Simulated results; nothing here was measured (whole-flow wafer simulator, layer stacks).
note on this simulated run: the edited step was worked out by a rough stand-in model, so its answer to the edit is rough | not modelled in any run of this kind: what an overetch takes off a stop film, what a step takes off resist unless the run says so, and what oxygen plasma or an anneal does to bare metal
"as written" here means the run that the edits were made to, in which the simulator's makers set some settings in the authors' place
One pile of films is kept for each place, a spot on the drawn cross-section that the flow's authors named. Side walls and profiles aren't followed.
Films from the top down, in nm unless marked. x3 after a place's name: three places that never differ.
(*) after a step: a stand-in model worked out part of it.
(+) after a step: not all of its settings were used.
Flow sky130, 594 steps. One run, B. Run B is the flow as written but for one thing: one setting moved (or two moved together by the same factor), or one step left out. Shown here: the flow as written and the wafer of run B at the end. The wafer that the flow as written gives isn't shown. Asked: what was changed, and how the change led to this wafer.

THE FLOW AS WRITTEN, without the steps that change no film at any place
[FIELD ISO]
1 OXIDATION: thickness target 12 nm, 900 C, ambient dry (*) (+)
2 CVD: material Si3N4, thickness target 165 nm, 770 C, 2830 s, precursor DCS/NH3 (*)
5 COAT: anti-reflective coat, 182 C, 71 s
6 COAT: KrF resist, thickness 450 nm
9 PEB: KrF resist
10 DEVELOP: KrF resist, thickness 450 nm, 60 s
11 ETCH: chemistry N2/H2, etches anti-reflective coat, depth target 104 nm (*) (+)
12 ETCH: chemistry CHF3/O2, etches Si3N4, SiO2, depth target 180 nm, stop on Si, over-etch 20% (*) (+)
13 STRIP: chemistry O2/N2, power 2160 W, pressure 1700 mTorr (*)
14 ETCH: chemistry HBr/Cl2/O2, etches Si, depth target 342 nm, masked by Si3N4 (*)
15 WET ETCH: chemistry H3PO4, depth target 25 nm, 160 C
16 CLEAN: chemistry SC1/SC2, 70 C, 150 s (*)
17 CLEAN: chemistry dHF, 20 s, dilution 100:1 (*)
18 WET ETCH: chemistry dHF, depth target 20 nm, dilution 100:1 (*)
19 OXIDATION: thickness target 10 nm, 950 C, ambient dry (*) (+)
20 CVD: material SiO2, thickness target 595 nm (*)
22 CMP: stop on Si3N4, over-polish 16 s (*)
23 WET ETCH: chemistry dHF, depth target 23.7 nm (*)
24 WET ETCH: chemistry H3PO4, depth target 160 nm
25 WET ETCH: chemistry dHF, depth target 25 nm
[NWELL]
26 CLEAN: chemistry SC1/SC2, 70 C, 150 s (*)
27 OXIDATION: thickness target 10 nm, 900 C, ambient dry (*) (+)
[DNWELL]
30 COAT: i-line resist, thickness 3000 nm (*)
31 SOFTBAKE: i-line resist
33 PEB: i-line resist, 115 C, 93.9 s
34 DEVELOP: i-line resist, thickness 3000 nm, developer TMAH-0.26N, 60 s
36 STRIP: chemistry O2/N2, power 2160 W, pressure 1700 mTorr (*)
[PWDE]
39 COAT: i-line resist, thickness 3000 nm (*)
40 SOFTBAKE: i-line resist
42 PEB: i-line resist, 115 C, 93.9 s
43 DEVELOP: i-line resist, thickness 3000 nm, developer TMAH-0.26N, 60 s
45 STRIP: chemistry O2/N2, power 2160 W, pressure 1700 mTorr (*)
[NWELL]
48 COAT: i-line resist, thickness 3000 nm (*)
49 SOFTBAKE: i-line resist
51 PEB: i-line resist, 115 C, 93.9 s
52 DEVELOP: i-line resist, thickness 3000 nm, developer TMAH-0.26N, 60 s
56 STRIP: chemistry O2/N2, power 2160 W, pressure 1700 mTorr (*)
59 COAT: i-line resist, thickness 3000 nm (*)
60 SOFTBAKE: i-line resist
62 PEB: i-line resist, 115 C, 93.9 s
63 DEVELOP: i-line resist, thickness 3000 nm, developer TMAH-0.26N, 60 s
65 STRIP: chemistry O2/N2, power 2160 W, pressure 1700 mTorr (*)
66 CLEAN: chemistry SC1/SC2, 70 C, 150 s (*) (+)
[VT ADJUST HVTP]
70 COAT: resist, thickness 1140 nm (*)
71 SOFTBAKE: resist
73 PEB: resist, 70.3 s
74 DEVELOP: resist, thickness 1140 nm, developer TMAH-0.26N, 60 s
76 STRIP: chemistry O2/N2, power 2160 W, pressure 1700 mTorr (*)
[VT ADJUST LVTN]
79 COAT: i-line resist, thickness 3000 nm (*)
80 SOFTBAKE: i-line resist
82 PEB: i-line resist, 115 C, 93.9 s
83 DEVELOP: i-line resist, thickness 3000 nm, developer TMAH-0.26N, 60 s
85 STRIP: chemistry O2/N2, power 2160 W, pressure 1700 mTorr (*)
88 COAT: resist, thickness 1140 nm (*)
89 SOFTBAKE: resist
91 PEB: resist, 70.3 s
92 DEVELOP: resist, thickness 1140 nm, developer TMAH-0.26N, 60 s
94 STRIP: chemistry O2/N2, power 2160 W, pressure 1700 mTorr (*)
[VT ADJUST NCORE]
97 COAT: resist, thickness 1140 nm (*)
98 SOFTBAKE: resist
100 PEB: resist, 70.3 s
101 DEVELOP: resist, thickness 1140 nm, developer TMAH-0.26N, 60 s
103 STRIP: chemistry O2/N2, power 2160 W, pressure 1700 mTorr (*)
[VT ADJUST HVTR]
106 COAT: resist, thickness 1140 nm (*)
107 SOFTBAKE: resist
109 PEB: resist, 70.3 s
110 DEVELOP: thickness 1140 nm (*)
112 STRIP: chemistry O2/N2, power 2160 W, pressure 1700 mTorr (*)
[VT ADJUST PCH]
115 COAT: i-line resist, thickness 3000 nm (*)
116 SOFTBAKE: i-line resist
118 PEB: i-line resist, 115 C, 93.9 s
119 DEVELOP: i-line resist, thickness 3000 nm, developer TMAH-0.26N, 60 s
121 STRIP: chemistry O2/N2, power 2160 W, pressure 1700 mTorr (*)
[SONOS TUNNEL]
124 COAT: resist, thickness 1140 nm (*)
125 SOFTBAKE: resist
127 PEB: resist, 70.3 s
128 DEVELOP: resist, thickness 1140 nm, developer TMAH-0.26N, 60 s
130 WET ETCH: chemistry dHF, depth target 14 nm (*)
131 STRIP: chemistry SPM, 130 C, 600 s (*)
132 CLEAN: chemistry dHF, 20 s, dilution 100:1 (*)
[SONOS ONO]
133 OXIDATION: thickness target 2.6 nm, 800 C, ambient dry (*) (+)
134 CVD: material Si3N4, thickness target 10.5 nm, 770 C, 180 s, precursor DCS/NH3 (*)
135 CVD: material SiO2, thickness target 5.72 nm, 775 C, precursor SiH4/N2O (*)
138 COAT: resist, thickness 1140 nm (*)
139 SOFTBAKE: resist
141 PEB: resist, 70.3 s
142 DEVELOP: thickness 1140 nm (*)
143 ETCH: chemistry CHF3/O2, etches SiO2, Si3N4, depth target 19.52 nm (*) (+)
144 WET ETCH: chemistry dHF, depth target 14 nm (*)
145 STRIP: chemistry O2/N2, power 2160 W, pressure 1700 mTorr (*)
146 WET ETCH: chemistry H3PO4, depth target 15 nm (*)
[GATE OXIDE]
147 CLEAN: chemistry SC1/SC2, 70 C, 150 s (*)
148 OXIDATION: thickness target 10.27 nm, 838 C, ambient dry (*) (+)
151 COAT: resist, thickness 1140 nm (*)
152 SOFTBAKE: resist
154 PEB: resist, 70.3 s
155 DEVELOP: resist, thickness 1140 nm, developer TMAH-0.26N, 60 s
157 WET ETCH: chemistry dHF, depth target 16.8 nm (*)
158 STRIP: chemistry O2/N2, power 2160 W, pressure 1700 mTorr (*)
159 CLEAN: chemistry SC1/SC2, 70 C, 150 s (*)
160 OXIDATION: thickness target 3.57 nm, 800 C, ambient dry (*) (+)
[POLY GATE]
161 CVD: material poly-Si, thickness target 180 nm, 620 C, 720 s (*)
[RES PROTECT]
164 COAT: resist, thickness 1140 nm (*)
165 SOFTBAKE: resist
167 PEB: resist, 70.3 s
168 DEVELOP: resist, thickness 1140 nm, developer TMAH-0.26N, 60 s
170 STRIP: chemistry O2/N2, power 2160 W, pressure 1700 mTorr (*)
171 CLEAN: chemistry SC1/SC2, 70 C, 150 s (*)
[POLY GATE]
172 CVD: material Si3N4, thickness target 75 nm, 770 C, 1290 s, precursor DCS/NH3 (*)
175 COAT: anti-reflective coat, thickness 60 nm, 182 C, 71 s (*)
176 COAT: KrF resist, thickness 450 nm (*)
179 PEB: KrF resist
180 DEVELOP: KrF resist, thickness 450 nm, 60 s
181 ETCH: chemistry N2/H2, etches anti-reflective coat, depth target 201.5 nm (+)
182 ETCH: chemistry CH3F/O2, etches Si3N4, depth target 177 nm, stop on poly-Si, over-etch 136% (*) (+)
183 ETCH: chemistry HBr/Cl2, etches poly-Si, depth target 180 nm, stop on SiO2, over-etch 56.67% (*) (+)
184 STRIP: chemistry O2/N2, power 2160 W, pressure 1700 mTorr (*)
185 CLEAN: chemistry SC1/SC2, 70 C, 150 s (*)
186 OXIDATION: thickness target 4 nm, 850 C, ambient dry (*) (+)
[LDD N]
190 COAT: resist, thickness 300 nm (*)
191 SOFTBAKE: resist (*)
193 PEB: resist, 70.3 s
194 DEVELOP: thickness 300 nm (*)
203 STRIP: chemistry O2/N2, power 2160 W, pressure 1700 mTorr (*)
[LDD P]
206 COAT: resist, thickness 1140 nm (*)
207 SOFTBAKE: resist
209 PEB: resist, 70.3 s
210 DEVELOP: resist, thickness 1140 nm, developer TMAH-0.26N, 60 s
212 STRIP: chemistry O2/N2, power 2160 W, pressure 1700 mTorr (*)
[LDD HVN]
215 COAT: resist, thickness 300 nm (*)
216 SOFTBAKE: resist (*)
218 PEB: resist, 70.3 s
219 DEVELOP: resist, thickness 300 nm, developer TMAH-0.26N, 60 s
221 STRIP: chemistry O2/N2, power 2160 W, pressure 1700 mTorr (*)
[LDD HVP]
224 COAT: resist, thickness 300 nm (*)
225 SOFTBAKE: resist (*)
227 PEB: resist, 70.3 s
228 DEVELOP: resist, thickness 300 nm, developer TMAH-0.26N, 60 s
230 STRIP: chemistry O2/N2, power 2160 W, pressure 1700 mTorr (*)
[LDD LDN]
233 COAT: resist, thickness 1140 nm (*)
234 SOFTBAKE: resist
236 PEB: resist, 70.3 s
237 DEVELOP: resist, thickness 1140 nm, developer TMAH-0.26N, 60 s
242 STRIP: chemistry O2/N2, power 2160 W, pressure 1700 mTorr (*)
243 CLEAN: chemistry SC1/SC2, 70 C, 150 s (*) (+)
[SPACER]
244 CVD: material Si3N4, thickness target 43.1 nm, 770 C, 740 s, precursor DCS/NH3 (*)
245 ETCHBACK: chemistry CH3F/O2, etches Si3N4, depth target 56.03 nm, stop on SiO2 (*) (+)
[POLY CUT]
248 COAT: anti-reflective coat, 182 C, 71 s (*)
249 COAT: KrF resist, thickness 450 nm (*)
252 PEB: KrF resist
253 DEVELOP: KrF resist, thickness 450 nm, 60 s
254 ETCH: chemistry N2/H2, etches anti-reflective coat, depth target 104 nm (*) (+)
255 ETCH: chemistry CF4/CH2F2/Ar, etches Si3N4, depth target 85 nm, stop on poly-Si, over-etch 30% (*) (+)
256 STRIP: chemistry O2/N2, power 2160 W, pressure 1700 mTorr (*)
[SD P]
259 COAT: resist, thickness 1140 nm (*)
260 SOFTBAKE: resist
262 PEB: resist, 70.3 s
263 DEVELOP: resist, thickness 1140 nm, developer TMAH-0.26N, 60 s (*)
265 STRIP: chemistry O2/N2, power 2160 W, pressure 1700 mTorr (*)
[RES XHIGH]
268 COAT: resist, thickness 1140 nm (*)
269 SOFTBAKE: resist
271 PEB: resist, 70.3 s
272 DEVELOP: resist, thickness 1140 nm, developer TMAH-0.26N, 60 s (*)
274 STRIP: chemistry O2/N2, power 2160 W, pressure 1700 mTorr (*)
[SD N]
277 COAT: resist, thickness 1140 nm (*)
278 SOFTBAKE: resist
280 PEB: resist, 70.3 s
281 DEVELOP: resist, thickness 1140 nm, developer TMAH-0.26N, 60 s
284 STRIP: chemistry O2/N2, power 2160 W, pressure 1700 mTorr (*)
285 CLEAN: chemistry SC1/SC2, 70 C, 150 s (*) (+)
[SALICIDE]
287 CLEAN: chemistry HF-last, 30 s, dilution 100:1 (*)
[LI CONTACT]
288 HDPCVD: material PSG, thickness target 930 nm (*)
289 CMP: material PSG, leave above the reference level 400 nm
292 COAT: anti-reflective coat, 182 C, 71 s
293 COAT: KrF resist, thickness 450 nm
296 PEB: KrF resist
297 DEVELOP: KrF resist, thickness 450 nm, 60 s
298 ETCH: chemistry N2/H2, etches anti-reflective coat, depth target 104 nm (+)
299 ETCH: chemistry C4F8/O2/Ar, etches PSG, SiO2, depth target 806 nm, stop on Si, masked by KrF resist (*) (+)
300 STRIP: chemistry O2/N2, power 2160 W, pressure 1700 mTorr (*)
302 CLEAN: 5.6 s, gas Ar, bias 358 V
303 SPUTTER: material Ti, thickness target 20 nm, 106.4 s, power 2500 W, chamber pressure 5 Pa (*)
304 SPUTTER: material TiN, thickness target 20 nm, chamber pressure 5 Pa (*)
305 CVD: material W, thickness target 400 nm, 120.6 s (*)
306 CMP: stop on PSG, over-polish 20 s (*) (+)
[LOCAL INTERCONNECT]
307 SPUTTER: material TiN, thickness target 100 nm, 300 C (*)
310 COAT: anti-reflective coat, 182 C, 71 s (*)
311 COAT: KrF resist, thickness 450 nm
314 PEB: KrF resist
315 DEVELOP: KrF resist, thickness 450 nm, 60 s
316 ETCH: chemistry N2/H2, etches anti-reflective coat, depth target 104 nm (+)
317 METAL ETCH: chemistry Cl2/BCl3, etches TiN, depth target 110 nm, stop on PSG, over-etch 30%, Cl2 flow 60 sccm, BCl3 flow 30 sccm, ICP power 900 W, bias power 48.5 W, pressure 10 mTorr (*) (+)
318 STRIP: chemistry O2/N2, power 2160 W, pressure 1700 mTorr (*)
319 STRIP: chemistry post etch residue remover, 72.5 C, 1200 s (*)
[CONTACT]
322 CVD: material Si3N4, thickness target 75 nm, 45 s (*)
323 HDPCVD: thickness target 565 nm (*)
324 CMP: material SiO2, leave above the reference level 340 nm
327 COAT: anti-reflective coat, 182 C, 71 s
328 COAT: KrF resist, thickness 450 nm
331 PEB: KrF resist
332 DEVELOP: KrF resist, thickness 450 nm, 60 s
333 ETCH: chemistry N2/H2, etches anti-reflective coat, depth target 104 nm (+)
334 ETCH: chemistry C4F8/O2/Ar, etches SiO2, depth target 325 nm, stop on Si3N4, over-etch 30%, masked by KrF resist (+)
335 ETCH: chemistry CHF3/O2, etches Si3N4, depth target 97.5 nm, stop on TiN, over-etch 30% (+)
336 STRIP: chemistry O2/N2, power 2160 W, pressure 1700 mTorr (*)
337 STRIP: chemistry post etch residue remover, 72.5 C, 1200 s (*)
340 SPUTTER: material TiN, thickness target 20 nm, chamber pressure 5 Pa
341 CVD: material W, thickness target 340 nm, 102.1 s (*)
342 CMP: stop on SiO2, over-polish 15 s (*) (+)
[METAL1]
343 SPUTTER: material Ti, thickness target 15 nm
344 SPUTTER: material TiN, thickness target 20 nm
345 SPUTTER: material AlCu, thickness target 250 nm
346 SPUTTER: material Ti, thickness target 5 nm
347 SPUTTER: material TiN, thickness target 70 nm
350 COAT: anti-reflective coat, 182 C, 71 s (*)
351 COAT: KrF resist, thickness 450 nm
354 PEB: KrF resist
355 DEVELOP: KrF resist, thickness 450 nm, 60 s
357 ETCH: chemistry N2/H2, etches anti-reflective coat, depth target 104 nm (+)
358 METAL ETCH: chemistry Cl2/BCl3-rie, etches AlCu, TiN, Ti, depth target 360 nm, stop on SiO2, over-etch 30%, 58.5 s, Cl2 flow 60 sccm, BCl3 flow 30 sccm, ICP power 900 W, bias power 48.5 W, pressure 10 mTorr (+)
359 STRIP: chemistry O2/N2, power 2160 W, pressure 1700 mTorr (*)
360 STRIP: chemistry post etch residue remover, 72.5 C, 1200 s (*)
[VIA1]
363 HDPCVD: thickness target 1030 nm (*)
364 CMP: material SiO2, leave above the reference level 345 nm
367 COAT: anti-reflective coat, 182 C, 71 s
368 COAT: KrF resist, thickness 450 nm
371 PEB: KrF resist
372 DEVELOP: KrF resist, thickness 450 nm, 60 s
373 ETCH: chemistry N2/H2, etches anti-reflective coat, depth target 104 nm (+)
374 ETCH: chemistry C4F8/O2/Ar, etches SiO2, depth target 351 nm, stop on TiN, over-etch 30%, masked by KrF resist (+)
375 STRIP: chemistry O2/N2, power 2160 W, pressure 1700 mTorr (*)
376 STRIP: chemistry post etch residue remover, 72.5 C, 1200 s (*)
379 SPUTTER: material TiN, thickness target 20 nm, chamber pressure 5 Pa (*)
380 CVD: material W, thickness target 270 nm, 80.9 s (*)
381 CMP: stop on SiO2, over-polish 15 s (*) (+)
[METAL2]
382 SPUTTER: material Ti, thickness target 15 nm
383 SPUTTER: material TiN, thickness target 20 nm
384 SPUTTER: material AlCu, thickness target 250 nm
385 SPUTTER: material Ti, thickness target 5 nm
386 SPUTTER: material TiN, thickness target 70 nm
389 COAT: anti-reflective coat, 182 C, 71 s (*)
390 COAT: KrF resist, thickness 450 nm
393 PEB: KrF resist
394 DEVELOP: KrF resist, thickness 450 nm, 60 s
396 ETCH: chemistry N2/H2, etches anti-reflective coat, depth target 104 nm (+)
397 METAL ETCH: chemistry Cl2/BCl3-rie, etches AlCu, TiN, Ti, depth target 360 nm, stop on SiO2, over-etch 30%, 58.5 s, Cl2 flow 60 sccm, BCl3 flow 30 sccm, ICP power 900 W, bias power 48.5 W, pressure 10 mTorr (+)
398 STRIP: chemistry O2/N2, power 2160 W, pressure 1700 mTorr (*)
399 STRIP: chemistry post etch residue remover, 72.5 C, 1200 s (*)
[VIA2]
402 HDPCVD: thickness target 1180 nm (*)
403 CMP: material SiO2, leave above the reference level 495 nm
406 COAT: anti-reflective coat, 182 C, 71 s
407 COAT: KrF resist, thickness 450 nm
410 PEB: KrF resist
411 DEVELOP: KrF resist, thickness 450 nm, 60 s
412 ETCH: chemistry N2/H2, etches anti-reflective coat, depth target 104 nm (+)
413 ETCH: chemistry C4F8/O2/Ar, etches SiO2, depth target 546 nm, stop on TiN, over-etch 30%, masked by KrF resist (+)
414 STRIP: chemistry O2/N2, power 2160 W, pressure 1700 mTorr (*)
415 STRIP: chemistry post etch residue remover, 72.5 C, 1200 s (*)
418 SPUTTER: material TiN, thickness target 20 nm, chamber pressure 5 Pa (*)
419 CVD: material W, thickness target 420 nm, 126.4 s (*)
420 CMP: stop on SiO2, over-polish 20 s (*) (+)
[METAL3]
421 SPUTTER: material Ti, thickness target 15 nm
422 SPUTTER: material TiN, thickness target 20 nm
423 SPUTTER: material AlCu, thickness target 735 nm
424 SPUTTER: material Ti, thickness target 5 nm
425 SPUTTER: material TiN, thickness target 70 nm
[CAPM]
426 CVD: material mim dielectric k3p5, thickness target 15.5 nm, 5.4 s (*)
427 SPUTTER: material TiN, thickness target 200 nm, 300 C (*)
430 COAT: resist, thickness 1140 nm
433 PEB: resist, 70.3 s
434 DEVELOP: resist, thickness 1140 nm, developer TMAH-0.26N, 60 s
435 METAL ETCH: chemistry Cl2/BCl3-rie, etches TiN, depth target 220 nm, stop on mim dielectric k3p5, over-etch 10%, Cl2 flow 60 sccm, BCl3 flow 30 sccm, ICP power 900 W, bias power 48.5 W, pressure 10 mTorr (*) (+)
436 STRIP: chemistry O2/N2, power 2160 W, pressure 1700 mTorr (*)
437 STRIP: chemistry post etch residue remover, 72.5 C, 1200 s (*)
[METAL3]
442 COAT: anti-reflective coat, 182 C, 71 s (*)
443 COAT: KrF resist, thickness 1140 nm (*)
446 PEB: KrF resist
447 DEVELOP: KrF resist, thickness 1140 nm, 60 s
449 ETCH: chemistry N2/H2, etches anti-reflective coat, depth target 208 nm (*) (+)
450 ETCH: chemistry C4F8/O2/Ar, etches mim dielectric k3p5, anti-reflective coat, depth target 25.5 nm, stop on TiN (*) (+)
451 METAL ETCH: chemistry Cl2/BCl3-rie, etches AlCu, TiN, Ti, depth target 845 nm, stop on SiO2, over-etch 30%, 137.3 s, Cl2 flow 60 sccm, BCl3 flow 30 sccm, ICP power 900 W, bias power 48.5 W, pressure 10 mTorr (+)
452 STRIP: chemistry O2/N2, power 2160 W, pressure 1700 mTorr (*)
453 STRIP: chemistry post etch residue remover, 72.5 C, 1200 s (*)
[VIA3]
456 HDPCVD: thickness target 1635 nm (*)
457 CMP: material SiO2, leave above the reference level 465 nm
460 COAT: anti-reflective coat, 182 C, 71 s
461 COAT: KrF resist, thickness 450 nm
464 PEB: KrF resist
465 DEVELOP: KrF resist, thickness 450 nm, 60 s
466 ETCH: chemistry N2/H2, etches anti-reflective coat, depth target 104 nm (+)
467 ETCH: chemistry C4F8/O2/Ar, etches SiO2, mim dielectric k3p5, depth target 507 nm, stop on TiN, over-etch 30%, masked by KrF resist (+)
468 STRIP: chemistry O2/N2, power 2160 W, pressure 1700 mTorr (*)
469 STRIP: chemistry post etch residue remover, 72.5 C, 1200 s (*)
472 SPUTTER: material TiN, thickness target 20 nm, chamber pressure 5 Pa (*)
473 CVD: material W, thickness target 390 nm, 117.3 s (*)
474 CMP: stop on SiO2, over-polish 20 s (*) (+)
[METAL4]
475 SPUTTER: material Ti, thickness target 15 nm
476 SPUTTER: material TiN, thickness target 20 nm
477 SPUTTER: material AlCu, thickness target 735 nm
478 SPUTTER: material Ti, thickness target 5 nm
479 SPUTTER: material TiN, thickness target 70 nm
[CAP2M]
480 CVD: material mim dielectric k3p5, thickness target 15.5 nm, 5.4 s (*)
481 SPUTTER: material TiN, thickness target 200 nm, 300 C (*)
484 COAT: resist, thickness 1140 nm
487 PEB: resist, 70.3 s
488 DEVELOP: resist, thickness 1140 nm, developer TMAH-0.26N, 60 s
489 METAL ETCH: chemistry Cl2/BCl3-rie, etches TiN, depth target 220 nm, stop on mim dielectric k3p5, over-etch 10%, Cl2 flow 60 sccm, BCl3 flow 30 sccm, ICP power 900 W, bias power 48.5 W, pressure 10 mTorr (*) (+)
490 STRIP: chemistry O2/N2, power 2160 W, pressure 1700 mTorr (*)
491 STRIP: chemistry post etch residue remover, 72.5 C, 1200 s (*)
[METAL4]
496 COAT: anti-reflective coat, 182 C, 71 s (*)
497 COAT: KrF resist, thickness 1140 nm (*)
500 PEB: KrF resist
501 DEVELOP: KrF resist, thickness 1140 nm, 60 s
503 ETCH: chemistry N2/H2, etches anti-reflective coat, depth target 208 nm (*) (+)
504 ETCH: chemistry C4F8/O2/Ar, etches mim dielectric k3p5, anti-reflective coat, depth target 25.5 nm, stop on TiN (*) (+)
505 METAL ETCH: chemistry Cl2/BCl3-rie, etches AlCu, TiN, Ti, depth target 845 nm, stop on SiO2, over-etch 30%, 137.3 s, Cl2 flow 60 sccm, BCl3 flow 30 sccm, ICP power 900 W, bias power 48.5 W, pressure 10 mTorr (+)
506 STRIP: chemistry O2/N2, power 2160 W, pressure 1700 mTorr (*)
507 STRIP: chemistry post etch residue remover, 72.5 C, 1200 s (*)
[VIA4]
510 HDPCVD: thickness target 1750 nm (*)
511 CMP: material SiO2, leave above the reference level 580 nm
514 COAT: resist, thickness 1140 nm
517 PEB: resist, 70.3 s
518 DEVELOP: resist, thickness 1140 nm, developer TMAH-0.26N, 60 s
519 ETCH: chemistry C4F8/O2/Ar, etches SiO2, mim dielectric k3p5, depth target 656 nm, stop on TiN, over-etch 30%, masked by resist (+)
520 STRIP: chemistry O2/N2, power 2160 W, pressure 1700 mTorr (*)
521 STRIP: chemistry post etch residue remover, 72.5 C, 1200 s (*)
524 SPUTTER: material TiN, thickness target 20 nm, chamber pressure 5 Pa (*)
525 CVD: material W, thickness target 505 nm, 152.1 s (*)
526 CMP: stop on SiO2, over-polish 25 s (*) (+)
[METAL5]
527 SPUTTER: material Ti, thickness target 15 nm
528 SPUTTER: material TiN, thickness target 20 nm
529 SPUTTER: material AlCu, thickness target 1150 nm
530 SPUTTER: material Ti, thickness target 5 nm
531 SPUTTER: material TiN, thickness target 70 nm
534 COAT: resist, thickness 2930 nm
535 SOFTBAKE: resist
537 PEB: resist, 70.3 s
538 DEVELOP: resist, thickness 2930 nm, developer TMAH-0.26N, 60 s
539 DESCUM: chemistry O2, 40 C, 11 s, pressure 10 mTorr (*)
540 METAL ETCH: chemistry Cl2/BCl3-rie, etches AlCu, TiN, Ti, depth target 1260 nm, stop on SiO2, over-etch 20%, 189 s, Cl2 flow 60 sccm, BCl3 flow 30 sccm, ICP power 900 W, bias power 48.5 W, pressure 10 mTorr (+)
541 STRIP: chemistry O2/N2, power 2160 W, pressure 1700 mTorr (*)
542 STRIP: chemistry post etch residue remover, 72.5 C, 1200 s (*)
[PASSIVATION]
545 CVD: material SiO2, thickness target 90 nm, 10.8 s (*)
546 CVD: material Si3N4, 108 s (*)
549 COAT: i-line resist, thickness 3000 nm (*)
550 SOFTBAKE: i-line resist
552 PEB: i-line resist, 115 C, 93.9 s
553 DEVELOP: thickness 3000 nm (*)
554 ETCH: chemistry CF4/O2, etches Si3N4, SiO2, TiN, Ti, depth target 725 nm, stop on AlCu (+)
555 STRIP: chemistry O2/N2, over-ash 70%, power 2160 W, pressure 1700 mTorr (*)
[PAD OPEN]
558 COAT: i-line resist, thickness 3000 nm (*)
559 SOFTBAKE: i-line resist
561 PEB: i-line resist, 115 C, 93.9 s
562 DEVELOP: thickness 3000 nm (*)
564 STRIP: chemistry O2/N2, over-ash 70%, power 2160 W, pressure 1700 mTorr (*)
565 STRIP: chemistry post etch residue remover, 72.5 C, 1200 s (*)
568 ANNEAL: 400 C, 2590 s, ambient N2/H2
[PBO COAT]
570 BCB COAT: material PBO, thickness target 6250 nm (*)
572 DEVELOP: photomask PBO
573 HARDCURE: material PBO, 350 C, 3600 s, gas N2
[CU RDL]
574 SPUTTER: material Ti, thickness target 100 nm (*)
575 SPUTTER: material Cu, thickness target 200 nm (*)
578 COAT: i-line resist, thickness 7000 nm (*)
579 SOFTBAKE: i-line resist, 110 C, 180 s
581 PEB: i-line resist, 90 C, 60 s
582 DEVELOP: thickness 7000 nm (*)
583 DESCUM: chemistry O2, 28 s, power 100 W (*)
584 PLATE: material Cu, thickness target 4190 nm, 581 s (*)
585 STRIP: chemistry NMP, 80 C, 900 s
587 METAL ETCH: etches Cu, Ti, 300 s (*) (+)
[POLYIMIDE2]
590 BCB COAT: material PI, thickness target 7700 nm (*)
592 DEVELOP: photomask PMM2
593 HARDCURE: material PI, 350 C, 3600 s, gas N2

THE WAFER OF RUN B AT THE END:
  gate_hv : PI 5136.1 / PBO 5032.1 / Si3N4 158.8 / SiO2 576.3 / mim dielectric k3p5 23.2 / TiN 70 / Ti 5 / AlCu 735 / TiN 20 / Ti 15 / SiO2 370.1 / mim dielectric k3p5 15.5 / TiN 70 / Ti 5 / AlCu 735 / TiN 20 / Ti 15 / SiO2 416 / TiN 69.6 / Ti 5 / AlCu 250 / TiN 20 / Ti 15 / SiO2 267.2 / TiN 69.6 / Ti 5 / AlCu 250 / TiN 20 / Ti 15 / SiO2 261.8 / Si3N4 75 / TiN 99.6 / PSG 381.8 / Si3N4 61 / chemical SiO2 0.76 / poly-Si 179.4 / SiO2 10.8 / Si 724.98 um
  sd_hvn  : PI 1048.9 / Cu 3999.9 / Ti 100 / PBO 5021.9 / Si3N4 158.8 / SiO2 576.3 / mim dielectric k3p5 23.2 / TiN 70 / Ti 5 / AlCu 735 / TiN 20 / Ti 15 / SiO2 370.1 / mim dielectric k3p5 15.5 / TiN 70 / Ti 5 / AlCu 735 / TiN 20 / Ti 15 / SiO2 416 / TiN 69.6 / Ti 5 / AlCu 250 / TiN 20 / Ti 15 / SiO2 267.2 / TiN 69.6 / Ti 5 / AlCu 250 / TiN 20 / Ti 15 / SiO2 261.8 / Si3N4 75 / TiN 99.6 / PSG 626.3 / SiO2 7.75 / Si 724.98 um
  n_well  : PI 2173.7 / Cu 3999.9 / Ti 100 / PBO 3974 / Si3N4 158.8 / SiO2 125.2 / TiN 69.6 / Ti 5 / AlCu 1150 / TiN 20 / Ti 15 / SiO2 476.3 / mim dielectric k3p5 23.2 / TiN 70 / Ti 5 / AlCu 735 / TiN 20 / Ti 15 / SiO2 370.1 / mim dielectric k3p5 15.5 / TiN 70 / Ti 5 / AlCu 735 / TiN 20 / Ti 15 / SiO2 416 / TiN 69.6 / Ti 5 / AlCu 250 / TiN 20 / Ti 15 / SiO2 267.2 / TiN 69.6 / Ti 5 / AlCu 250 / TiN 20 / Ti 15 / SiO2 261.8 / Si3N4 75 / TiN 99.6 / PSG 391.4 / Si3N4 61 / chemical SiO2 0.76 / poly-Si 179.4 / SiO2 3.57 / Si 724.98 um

The cause: step 480, CVD: thickness target 23.2 nm was run, where the flow has thickness target 15.5 nm; step 480, CVD: 8.1 s was run, where the flow has 5.4 s.
It can be read off the wafer: gate_hv has mim dielectric k3p5 23.2, and step 480 as written asks for 15.5 nm.

How the change led to this, step by step:
  480 CVD: material mim dielectric k3p5, thickness target 15.5 nm, 5.4 s (*)
      field, active, n_well and 189 more: mim dielectric k3p5 +23.2 (new film) (as written it would be: mim dielectric k3p5 +15.5 (new film))
  504 ETCH: chemistry C4F8/O2/Ar, etches mim dielectric k3p5, anti-reflective coat, depth target 25.5 nm, stop on TiN (*) (+)
      n_well, p_well, gate_hv and 102 more: KrF resist -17 (as written it would be: KrF resist -15.5)
      field, active, gate and 85 more: mim dielectric k3p5 -23.2 (all of it) (as written it would be: mim dielectric k3p5 -15.5 (all of it))
  519 ETCH: chemistry C4F8/O2/Ar, etches SiO2, mim dielectric k3p5, depth target 656 nm, stop on TiN, over-etch 30%, masked by resist (+)
      m1: SiO2 -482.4 (all of it), mim dielectric k3p5 -23.2 (all of it) (as written it would be: SiO2 -490.1 (all of it), mim dielectric k3p5 -15.5 (all of it))
      via4_hole: SiO2 -481.8 (all of it), mim dielectric k3p5 -23.2 (all of it) (as written it would be: SiO2 -489.5 (all of it), mim dielectric k3p5 -15.5 (all of it))
